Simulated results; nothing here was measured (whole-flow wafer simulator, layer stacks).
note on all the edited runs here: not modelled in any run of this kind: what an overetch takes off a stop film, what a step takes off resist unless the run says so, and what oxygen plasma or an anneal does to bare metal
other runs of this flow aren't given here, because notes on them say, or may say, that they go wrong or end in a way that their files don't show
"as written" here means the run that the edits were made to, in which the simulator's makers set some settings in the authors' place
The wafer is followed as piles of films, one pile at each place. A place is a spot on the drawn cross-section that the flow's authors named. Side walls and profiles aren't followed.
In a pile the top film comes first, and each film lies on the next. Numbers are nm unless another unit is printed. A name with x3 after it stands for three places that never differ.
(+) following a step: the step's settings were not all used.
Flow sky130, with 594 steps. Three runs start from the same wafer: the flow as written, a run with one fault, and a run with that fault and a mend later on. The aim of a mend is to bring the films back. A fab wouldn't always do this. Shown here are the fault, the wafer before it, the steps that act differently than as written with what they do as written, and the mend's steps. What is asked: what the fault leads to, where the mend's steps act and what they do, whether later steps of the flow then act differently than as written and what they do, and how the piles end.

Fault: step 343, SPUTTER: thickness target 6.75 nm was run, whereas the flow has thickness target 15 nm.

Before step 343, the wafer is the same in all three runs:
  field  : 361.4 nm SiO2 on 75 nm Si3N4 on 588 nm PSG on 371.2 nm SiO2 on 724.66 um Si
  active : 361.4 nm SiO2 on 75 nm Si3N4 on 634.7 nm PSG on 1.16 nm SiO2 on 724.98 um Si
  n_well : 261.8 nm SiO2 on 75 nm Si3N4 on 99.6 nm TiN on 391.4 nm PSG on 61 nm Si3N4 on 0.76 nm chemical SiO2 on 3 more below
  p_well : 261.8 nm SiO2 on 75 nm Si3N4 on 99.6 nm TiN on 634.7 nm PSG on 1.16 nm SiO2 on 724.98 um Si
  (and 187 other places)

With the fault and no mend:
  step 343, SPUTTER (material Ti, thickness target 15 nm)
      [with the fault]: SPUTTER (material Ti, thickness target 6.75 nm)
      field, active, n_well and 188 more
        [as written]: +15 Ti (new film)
        [with the fault]: +6.75 Ti (new film)
  Steps later in the flow that act otherwise than as written (9 more steps, not shown, differ only slightly: by at most 2% or 0.5 nm, whichever is larger):
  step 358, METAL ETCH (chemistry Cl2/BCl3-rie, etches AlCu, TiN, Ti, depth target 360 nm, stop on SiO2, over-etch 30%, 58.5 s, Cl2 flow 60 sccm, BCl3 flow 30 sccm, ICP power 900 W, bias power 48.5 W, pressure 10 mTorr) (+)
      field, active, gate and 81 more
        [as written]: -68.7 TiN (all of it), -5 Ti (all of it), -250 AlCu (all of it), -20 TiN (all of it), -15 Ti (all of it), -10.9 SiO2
        [with the fault]: -68.7 TiN (all of it), -5 Ti (all of it), -250 AlCu (all of it), -20 TiN (all of it), -6.75 Ti (all of it), -11.8 SiO2
  The piles end different from the flow's at n_well, p_well, gate_hv and 104 more by more than 2% or 0.5 nm, whichever is larger.
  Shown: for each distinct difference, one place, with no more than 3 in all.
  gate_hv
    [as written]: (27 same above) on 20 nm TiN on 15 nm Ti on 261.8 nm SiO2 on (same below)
    [with the fault]: (27 same above) on 20 nm TiN on 6.75 nm Ti on 261.8 nm SiO2 on (same below)
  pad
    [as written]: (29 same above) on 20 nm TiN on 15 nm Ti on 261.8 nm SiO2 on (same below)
    [with the fault]: (29 same above) on 20 nm TiN on 6.75 nm Ti on 261.8 nm SiO2 on (same below)
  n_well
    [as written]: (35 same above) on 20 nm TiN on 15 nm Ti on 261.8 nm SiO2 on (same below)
    [with the fault]: (35 same above) on 20 nm TiN on 6.75 nm Ti on 261.8 nm SiO2 on (same below)

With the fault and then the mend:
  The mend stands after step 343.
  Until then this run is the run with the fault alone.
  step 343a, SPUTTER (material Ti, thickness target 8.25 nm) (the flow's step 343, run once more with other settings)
      field, active, n_well and 188 more
        +8.25 Ti
  Every later step of the flow that is run acts as written at every place that is followed.
  By the end, the piles equal the flow's at every place that both follow.
